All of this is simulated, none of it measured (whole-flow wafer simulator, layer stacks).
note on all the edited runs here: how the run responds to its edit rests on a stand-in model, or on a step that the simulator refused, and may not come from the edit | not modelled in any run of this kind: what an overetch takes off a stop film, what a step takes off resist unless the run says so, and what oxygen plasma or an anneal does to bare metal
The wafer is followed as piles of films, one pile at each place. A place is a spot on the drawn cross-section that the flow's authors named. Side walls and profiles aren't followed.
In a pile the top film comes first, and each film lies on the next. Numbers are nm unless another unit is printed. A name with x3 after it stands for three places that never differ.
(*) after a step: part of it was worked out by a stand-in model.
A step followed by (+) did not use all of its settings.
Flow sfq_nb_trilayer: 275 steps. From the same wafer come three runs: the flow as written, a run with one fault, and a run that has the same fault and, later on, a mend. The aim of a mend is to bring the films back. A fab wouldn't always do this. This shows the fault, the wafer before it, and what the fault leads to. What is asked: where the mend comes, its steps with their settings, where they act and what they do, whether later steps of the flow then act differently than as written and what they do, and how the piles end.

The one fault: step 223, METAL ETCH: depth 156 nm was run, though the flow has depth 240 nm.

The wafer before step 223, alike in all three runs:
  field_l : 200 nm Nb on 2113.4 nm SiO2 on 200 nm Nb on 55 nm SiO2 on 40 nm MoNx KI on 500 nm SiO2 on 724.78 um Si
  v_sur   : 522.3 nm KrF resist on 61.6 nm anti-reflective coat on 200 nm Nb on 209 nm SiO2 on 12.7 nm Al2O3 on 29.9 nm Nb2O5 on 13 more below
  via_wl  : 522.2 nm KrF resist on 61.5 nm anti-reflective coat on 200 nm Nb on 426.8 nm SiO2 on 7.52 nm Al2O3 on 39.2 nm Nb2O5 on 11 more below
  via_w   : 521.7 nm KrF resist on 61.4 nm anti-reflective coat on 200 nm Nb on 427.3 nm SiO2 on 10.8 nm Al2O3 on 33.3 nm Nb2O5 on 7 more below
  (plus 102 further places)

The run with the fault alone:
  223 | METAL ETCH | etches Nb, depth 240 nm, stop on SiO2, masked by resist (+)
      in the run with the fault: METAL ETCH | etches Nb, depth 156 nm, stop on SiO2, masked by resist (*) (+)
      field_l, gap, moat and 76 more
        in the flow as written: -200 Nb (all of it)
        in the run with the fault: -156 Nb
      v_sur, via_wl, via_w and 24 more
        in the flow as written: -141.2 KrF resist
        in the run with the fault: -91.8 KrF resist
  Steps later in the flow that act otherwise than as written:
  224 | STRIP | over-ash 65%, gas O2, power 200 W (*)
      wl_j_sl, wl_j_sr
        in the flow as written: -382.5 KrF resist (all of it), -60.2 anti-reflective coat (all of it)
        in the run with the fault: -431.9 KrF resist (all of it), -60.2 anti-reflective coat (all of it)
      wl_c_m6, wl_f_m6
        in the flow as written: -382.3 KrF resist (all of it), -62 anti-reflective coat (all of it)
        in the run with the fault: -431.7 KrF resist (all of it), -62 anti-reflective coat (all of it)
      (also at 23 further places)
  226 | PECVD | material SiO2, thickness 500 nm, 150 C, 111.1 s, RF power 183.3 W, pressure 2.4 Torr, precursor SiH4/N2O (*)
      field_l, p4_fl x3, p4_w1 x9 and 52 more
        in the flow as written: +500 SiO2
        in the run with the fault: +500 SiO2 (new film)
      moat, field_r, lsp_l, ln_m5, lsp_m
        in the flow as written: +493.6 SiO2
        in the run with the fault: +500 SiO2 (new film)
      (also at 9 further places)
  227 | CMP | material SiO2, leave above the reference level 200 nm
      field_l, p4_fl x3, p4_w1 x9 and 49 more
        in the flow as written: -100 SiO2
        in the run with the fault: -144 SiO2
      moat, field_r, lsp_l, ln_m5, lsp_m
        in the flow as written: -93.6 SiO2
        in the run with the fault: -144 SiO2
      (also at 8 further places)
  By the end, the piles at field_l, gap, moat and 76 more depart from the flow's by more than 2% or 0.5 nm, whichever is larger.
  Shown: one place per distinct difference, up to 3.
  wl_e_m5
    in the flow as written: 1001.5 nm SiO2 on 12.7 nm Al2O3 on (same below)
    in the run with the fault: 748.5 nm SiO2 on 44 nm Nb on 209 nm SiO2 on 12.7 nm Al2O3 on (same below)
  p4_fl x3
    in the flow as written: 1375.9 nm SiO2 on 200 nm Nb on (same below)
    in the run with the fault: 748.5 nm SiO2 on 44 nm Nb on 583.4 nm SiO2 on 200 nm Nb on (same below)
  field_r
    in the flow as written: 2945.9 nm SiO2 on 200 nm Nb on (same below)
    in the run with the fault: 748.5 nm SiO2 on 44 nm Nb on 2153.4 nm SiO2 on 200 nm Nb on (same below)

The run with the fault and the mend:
  The mend follows step 223.
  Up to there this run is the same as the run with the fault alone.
  223a | METAL ETCH | etches Nb, depth 84 nm, stop on SiO2, masked by resist (+) (a further turn of the flow's step 223, with different settings)
      field_l, gap, moat and 76 more
        -44 Nb (all of it)
      v_sur, via_wl, via_w and 24 more
        -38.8 KrF resist
  Steps later in the flow that act otherwise than as written:
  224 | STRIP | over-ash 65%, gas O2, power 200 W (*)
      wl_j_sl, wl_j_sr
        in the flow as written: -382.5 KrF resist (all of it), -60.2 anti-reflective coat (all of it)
        in the run with the mend: -393.1 KrF resist (all of it), -60.2 anti-reflective coat (all of it)
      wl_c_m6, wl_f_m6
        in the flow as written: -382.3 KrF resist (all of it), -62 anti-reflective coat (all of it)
        in the run with the mend: -392.9 KrF resist (all of it), -62 anti-reflective coat (all of it)
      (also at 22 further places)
  By the end, the piles equal the flow's at every place that both follow.
